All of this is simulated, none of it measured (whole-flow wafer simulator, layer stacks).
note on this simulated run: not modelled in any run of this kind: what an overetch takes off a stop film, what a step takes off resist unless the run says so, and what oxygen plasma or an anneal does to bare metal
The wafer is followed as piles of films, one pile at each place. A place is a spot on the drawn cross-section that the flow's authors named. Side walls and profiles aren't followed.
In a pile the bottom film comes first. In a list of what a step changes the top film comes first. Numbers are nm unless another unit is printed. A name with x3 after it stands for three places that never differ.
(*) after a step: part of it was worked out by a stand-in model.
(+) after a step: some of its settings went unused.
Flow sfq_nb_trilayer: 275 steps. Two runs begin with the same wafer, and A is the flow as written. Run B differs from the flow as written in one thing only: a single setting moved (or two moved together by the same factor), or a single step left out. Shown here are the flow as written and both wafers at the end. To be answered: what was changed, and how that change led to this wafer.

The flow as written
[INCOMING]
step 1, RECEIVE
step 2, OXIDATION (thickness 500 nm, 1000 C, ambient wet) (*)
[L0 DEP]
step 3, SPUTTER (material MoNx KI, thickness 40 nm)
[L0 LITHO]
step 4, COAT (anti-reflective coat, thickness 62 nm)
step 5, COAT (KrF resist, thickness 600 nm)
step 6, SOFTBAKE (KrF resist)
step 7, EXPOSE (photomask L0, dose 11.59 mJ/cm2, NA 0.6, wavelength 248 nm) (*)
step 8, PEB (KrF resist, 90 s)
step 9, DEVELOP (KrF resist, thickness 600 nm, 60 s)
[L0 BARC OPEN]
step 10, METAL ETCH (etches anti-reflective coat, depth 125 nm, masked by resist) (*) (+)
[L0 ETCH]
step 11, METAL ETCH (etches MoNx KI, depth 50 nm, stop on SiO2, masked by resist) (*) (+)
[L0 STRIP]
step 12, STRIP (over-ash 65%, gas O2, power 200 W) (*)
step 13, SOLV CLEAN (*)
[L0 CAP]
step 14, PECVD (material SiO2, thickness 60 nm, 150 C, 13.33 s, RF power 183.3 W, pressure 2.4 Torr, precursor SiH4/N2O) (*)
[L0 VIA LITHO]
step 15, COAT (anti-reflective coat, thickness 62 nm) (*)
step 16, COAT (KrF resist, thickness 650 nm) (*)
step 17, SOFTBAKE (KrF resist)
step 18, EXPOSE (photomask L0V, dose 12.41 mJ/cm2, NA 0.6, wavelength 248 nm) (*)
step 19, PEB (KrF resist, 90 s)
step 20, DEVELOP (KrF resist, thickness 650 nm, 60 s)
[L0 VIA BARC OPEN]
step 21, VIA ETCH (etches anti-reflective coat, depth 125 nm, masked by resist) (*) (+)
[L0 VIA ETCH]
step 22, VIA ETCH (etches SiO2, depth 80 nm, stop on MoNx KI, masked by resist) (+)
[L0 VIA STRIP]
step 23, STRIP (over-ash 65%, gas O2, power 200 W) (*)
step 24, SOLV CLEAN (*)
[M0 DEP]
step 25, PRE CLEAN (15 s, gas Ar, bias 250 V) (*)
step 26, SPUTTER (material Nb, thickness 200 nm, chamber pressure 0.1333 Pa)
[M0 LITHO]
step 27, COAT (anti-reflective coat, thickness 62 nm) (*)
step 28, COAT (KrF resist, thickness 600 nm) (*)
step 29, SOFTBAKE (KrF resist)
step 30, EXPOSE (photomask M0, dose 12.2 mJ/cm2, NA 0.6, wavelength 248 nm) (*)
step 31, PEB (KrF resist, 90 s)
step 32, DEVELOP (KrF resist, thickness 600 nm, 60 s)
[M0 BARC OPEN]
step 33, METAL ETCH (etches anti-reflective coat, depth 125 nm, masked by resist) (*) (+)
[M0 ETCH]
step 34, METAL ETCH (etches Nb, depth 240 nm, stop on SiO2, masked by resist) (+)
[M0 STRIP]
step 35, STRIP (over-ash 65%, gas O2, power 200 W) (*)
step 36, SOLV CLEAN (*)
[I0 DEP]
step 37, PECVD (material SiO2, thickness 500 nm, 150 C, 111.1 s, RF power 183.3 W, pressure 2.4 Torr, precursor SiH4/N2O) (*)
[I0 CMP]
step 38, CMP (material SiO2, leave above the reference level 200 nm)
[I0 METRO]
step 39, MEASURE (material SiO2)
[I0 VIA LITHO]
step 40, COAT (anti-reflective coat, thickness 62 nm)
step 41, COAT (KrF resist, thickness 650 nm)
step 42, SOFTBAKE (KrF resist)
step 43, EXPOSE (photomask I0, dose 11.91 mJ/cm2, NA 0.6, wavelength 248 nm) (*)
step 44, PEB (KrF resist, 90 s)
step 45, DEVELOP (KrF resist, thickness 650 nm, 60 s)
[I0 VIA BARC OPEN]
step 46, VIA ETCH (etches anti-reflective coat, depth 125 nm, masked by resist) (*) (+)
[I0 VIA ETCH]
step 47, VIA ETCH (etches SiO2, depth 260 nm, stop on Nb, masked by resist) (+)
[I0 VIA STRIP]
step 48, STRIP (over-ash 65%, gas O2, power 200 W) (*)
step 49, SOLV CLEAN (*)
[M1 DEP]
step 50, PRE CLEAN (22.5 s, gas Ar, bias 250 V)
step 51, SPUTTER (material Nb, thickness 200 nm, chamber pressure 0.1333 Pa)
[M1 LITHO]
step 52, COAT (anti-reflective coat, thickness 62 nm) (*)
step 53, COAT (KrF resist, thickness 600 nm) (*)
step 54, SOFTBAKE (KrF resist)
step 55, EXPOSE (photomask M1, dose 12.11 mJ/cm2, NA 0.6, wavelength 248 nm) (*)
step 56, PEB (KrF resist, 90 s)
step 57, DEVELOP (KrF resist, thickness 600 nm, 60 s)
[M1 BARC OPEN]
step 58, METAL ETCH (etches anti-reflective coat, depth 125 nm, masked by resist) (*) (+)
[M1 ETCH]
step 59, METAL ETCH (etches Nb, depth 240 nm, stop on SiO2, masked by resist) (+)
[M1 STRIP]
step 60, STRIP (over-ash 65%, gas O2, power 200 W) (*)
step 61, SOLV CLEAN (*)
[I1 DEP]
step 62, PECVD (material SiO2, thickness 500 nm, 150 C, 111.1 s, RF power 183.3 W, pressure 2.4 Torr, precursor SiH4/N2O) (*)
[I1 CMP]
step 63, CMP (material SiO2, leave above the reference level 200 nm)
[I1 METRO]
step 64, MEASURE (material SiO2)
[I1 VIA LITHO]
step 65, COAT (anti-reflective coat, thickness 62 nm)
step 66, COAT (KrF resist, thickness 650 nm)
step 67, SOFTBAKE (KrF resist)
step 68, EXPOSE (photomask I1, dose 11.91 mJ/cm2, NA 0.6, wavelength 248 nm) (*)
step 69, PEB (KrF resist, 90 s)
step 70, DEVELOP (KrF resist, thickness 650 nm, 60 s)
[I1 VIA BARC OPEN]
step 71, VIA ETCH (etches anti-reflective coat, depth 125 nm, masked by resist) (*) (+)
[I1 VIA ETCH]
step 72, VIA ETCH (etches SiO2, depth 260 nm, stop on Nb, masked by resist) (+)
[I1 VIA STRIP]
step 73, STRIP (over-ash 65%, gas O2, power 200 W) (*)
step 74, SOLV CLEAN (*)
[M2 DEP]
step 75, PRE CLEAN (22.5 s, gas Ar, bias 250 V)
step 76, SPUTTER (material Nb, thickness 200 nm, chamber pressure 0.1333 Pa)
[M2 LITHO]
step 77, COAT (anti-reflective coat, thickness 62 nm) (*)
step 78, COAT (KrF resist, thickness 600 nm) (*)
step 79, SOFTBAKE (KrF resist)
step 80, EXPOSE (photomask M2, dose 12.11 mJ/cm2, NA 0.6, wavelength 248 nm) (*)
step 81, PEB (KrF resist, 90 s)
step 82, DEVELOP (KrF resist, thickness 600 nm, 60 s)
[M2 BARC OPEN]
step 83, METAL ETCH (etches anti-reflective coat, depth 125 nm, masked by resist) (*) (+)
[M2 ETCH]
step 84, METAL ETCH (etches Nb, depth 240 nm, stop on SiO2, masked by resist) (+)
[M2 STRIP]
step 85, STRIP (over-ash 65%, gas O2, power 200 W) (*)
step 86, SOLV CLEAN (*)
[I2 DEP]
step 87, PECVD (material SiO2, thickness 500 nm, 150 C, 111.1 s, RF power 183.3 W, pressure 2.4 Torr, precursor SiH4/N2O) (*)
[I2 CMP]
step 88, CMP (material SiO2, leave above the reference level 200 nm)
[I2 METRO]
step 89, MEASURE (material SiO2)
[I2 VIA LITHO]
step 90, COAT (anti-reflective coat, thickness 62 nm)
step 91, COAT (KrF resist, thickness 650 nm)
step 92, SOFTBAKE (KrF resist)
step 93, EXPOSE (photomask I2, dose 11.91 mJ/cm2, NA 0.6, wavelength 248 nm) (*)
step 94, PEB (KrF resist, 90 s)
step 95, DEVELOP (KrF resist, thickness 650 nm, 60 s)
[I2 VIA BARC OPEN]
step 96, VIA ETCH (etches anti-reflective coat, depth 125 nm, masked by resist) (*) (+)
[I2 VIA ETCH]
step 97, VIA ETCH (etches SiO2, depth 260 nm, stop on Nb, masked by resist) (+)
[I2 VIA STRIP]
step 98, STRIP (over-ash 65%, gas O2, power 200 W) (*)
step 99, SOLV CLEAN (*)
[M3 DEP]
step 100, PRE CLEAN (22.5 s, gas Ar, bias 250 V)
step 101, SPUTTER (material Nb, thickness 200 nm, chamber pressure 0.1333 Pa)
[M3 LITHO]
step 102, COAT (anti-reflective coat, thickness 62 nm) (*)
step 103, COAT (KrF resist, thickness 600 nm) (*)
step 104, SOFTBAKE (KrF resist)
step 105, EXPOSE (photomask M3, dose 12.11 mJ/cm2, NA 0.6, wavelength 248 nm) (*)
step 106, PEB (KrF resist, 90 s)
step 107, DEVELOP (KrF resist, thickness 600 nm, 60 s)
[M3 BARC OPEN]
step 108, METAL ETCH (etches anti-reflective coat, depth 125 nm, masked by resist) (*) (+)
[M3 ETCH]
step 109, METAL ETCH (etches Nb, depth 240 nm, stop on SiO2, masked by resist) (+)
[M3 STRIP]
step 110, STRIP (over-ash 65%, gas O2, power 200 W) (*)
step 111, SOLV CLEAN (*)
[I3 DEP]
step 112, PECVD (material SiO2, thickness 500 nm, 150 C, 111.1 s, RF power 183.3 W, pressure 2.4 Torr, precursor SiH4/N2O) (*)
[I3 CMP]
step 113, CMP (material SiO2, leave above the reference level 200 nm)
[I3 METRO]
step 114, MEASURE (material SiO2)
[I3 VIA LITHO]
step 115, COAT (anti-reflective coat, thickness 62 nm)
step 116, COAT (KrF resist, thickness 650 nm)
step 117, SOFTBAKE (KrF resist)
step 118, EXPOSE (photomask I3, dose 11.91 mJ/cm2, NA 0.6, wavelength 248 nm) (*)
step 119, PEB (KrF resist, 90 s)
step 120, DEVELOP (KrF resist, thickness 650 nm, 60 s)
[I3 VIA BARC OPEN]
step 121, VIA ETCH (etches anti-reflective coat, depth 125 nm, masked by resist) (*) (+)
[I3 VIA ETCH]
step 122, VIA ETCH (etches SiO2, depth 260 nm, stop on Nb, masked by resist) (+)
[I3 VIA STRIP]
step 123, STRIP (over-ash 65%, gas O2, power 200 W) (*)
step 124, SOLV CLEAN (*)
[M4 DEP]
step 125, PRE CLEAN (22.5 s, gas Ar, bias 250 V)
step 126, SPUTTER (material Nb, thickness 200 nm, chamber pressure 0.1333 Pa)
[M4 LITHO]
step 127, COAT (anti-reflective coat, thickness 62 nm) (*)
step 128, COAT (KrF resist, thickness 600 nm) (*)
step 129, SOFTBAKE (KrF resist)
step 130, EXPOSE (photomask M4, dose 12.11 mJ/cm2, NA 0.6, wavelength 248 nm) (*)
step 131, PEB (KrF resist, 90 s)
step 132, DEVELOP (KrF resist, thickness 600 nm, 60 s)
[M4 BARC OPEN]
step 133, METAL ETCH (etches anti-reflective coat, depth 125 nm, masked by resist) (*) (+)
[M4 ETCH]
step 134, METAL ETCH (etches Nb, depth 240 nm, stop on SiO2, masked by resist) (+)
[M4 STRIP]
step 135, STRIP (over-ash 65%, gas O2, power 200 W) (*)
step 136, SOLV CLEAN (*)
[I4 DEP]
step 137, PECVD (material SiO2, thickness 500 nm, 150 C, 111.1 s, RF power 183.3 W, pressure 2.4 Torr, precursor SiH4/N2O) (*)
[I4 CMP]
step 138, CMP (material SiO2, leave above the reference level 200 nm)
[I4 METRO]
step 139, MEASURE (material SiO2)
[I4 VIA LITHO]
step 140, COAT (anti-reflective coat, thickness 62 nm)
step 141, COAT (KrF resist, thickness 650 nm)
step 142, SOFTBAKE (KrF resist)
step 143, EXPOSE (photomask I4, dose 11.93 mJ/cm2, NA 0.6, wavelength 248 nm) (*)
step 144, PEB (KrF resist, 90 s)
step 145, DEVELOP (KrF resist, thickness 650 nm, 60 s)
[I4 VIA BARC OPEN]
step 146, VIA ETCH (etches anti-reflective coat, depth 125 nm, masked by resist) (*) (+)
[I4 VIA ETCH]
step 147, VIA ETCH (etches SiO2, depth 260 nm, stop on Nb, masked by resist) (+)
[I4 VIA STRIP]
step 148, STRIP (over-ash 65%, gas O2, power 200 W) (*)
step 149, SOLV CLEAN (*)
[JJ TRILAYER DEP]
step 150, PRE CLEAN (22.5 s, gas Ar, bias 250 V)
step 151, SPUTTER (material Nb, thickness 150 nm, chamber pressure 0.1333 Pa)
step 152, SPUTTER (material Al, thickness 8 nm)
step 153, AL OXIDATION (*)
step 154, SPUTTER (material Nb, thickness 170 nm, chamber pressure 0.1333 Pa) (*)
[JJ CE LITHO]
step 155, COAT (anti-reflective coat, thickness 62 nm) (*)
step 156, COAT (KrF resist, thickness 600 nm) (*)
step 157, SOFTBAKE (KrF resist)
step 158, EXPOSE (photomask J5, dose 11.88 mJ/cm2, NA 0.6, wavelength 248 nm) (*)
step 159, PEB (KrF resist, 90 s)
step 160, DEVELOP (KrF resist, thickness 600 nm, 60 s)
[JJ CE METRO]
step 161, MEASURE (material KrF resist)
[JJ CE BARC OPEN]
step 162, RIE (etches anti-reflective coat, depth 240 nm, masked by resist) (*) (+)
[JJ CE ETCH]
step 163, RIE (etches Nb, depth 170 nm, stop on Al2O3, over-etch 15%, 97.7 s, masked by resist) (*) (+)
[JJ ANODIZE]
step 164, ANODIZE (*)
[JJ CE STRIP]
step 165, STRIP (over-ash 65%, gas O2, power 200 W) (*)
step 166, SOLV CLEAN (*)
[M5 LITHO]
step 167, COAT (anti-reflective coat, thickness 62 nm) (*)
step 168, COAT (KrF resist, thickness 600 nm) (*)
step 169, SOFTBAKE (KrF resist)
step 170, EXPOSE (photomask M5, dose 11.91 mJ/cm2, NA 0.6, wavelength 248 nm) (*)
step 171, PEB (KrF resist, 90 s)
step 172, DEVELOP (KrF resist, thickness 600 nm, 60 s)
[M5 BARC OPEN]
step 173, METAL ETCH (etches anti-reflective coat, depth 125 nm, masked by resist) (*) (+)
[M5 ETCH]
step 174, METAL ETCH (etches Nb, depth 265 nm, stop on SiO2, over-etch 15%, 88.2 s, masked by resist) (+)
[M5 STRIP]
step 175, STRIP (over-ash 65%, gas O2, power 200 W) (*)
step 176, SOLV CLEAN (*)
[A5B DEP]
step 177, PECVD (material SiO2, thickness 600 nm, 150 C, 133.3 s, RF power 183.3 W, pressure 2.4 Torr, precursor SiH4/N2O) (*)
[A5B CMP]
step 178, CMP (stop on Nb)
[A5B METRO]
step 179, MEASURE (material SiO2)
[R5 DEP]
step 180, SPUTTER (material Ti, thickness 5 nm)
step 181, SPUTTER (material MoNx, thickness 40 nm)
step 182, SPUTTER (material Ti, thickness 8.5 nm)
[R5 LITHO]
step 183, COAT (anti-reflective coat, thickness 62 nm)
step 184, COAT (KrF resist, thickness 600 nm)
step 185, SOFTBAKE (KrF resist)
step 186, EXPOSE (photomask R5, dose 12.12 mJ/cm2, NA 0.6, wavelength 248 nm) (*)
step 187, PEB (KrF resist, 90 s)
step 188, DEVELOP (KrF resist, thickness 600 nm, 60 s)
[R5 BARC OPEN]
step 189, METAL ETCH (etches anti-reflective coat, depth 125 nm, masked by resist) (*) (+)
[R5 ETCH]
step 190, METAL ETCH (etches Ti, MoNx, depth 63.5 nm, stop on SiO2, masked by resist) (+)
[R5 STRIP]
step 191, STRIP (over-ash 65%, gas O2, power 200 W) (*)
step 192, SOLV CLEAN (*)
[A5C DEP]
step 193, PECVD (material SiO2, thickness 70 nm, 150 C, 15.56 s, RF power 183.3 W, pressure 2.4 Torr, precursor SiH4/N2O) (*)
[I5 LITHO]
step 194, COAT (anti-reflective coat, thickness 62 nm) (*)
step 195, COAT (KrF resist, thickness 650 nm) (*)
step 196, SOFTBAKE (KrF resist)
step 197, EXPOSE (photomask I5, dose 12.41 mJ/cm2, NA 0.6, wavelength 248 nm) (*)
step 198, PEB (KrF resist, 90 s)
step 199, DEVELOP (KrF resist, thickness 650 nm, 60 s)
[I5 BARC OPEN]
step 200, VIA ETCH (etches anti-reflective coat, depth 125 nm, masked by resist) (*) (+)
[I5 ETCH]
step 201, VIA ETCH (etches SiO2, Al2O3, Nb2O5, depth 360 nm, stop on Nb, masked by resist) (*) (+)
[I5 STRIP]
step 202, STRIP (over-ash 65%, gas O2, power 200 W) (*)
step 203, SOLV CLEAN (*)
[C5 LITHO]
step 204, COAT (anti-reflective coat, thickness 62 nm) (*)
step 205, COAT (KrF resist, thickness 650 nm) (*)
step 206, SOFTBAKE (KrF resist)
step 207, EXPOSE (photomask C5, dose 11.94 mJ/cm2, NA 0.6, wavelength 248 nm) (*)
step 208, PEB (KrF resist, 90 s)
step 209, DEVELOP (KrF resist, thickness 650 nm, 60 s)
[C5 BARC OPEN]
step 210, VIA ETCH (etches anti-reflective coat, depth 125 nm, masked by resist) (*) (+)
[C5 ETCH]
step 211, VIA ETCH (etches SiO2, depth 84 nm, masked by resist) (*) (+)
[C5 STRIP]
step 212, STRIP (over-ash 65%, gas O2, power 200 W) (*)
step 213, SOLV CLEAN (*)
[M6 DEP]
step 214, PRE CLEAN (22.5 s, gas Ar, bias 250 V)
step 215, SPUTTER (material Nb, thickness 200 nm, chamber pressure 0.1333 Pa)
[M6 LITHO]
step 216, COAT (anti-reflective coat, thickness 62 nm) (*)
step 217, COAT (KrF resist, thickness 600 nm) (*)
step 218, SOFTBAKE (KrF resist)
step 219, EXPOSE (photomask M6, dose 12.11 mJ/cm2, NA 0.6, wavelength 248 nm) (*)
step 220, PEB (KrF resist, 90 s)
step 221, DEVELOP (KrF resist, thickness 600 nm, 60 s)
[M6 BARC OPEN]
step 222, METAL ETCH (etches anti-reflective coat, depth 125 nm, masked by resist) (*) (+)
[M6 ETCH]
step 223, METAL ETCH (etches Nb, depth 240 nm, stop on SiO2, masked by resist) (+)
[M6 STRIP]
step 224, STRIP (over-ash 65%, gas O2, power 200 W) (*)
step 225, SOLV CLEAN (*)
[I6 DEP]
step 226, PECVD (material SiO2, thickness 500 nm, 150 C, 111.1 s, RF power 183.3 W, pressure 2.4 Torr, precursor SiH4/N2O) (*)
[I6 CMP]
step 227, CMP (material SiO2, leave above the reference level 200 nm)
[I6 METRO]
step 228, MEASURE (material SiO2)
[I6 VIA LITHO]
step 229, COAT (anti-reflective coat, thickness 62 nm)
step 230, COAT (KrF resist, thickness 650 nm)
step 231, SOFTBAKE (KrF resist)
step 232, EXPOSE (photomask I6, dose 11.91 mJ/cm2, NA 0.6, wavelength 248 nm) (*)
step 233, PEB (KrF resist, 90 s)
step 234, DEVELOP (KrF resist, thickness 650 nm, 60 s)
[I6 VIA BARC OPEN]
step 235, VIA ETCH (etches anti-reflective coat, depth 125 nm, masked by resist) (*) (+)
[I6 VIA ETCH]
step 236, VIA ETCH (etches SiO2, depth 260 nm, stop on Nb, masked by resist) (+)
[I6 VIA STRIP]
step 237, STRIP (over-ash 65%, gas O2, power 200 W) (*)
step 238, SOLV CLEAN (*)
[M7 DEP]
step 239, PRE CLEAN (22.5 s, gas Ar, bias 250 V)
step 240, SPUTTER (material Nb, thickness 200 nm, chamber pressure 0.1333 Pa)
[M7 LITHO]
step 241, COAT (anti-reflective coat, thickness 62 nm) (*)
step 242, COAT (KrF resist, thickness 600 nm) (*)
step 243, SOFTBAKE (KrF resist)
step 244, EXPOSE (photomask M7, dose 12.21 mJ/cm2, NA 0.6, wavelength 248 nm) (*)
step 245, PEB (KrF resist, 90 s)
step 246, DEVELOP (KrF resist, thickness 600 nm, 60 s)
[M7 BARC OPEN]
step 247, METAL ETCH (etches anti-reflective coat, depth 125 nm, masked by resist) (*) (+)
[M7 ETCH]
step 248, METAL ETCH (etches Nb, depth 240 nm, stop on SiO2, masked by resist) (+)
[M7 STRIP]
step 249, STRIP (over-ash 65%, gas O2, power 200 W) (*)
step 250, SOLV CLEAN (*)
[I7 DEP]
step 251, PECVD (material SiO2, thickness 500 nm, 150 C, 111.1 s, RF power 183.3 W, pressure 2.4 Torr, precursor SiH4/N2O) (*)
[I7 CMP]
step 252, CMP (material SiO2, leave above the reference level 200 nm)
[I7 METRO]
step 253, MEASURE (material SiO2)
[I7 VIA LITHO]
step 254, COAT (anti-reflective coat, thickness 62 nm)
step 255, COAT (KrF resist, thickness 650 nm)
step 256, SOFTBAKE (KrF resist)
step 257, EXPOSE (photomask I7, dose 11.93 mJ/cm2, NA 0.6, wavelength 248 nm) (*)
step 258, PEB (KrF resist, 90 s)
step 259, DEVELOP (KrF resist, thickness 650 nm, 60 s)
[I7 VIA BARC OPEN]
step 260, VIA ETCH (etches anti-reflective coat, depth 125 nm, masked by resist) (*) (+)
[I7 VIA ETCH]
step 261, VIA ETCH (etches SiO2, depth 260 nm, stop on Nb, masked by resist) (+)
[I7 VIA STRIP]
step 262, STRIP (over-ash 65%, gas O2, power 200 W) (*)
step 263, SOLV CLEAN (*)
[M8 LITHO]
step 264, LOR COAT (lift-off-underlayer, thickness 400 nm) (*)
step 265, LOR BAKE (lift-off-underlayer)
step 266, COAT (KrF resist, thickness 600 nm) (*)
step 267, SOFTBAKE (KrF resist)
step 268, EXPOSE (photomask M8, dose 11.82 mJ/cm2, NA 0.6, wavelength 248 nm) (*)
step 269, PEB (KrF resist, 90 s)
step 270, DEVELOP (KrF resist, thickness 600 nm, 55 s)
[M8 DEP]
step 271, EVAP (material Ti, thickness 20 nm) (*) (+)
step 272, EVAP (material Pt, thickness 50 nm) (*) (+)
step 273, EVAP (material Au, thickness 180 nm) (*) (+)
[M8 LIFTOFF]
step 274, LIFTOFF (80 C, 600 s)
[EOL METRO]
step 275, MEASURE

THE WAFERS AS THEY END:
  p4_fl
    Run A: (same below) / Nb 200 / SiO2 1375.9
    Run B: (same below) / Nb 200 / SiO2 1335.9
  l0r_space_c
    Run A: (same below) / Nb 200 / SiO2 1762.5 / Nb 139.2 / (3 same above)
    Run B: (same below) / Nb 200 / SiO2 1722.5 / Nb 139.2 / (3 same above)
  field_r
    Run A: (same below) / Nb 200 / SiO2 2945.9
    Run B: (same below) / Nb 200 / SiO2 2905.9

What caused this: step 138, CMP: leave above the reference level 160 nm was run, though the flow has leave above the reference level 200 nm.

The path from the change to this, step by step:
  step 138, CMP (material SiO2, leave above the reference level 200 nm)
      field_l, be, be_sur and 55 more: A SiO2 loses 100 | B SiO2 loses 140
      v_sur, via_wl, via_w and 35 more: A SiO2 loses 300 | B SiO2 loses 340
      (and at 10 other places as well)
  step 147, VIA ETCH (etches SiO2, depth 260 nm, stop on Nb, masked by resist) (+)
      field_l, v_sur, via_sp and 100 more: A KrF resist loses 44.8 | B KrF resist loses 41.3
      via_wl, via_w, via_wr: A SiO2 loses 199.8 (all of it) | B SiO2 loses 159.8 (all of it)
  step 151, SPUTTER (material Nb, thickness 150 nm, chamber pressure 0.1333 Pa)
      via_wl, via_w, via_wr: A Nb gains 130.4 | B Nb gains 135
  step 154, SPUTTER (material Nb, thickness 170 nm, chamber pressure 0.1333 Pa) (*)
      via_wl, via_wr: A Nb gains 140.7 (new film) | B Nb gains 147.6 (new film)
      via_w: A Nb gains 141 (new film) | B Nb gains 148 (new film)
  step 155, COAT (anti-reflective coat, thickness 62 nm) (*)
      via_wl, via_wr: A anti-reflective coat gains 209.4 (new film) | B anti-reflective coat gains 171.2 (new film)
      v_sur: A anti-reflective coat gains 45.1 (new film) | B anti-reflective coat gains 46.9 (new film)
      (and at 2 other places as well)
  step 156, COAT (KrF resist, thickness 600 nm) (*)
      via_w: A KrF resist gains 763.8 (new film) | B KrF resist gains 725.8 (new film)
  step 160, DEVELOP (KrF resist, thickness 600 nm, 60 s)
      via_w: A KrF resist loses 762.1 (all of it) | B KrF resist loses 724.2 (all of it)
  step 162, RIE (etches anti-reflective coat, depth 240 nm, masked by resist) (*) (+)
      ce_l, c5j, ce_r, wl_jj: A KrF resist loses 209.4 | B KrF resist loses 171.2
      via_wl, via_wr: A anti-reflective coat loses 209.4 (all of it) | B anti-reflective coat loses 171.2 (all of it)
      (and at 3 other places as well)
  step 163, RIE (etches Nb, depth 170 nm, stop on Al2O3, over-etch 15%, 97.7 s, masked by resist) (*) (+)
      via_wl, via_wr: A Nb loses 140.7 (all of it), Al2O3 loses 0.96 (all of it) | B Nb loses 147.6 (all of it), Al2O3 loses 0.96 (all of it)
      via_w: A Nb loses 141 (all of it), Al2O3 loses 0.96 (all of it) | B Nb loses 148 (all of it), Al2O3 loses 0.96 (all of it)
  step 164, ANODIZE (*)
      via_w: A Al2O3 gains 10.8 (new film), Nb2O5 gains 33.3 (new film), Al loses 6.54 (all of it), Nb loses 12 | B Al2O3 gains 11.2 (new film), Nb2O5 gains 32.6 (new film), Al loses 6.81 (all of it), Nb loses 11.7
  step 165, STRIP (over-ash 65%, gas O2, power 200 W) (*)
      ce_l: A KrF resist loses 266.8 (all of it), anti-reflective coat loses 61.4 (all of it) | B KrF resist loses 305.2 (all of it), anti-reflective coat loses 61.6 (all of it)
      c5j: A KrF resist loses 266.9 (all of it), anti-reflective coat loses 61.5 (all of it) | B KrF resist loses 305.3 (all of it), anti-reflective coat loses 61.6 (all of it)
      (and at 2 other places as well)
  step 167, COAT (anti-reflective coat, thickness 62 nm) (*)
      v_sur: A anti-reflective coat gains 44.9 (new film) | B anti-reflective coat gains 43.4 (new film)
      via_wl: A anti-reflective coat gains 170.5 (new film) | B anti-reflective coat gains 130.6 (new film)
      (and at 2 other places as well)
  step 168, COAT (KrF resist, thickness 600 nm) (*)
      via_w: A KrF resist gains 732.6 (new film) | B KrF resist gains 706.8 (new film)
  step 175, STRIP (over-ash 65%, gas O2, power 200 W) (*)
      v_sur: A KrF resist loses 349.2 (all of it), anti-reflective coat loses 44.9 (all of it) | B KrF resist loses 356 (all of it), anti-reflective coat loses 43.4 (all of it)
      via_wl: A KrF resist loses 427 (all of it), anti-reflective coat loses 170.5 (all of it) | B KrF resist loses 430.1 (all of it), anti-reflective coat loses 130.6 (all of it)
      (and at 2 other places as well)
  step 178, CMP (stop on Nb)
      via_wl, via_wr: A SiO2 loses 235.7 | B SiO2 loses 280.3
      via_w: A SiO2 loses 235.2 | B SiO2 loses 279.8
